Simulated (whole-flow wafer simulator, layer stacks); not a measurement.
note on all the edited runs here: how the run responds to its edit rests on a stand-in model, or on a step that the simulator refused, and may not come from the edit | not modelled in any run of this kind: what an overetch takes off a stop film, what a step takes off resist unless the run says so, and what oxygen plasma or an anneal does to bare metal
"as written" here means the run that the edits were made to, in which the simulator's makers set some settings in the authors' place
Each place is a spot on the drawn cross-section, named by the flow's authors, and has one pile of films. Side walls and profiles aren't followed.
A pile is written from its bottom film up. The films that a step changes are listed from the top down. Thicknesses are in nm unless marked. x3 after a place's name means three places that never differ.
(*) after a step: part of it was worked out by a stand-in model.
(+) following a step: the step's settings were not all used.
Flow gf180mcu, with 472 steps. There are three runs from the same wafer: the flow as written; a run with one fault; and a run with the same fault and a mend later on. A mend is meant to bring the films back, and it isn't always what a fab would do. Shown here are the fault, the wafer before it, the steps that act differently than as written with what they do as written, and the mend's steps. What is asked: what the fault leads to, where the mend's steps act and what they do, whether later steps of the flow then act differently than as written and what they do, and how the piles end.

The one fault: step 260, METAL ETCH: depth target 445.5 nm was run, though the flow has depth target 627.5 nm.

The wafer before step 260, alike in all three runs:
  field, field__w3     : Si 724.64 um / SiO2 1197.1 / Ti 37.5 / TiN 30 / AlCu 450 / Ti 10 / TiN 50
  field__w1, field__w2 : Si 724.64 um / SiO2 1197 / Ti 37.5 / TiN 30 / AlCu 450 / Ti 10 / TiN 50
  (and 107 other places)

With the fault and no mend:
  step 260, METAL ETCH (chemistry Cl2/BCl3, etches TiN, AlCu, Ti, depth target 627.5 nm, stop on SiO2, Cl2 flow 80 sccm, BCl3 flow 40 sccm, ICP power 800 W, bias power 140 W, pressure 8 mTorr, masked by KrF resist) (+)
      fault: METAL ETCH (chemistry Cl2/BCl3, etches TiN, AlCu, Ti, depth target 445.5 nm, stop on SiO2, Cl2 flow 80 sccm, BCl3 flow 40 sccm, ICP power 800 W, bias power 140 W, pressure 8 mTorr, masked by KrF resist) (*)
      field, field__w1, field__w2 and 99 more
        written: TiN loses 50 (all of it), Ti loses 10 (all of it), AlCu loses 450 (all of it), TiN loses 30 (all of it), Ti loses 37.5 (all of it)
        fault: TiN loses 50 (all of it), Ti loses 10 (all of it), AlCu loses 385.5
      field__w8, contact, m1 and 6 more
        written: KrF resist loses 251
        fault: KrF resist loses 178.2
  Steps later in the flow that act otherwise than as written:
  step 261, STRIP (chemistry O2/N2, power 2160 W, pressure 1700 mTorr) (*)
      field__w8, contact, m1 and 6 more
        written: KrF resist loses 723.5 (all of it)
        fault: KrF resist loses 796.3 (all of it)
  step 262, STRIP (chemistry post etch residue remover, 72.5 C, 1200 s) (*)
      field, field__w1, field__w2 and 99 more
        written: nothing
        fault: AlCu loses 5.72
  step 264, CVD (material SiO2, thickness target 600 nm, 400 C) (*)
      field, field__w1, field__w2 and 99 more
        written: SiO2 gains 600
        fault: SiO2 gains 600 (new film)
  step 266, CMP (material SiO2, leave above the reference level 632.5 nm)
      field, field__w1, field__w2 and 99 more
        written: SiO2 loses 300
        fault: SiO2 loses 426.3
  The piles end different from the flow's at field, field__w1, field__w2 and 100 more by more than 2% or 0.5 nm, whichever is larger.
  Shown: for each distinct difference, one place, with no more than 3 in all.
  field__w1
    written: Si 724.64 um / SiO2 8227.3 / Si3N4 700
    fault: Si 724.64 um / SiO2 1197 / Ti 37.5 / TiN 30 / AlCu 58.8 / SiO2 6904 / Si3N4 700
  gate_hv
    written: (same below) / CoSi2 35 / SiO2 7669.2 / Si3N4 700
    fault: (same below) / CoSi2 35 / SiO2 638.9 / Ti 37.5 / TiN 30 / AlCu 58.8 / SiO2 6904 / Si3N4 700
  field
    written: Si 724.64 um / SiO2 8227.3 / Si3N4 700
    fault: Si 724.64 um / SiO2 1197.1 / Ti 37.5 / TiN 30 / AlCu 58.8 / SiO2 6904 / Si3N4 700

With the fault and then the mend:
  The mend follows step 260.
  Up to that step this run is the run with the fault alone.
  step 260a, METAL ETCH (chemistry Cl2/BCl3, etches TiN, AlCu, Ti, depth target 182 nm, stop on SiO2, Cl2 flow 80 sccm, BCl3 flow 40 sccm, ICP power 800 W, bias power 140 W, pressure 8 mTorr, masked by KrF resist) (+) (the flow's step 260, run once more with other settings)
      field, field__w1, field__w2 and 99 more
        AlCu loses 64.5 (all of it), TiN loses 30 (all of it), Ti loses 37.5 (all of it)
      field__w8, contact, m1 and 6 more
        KrF resist loses 72.8
  None of the later steps of the flow acts differently than as written at any place that is followed.
  By the end, the piles equal the flow's at every place that both follow.
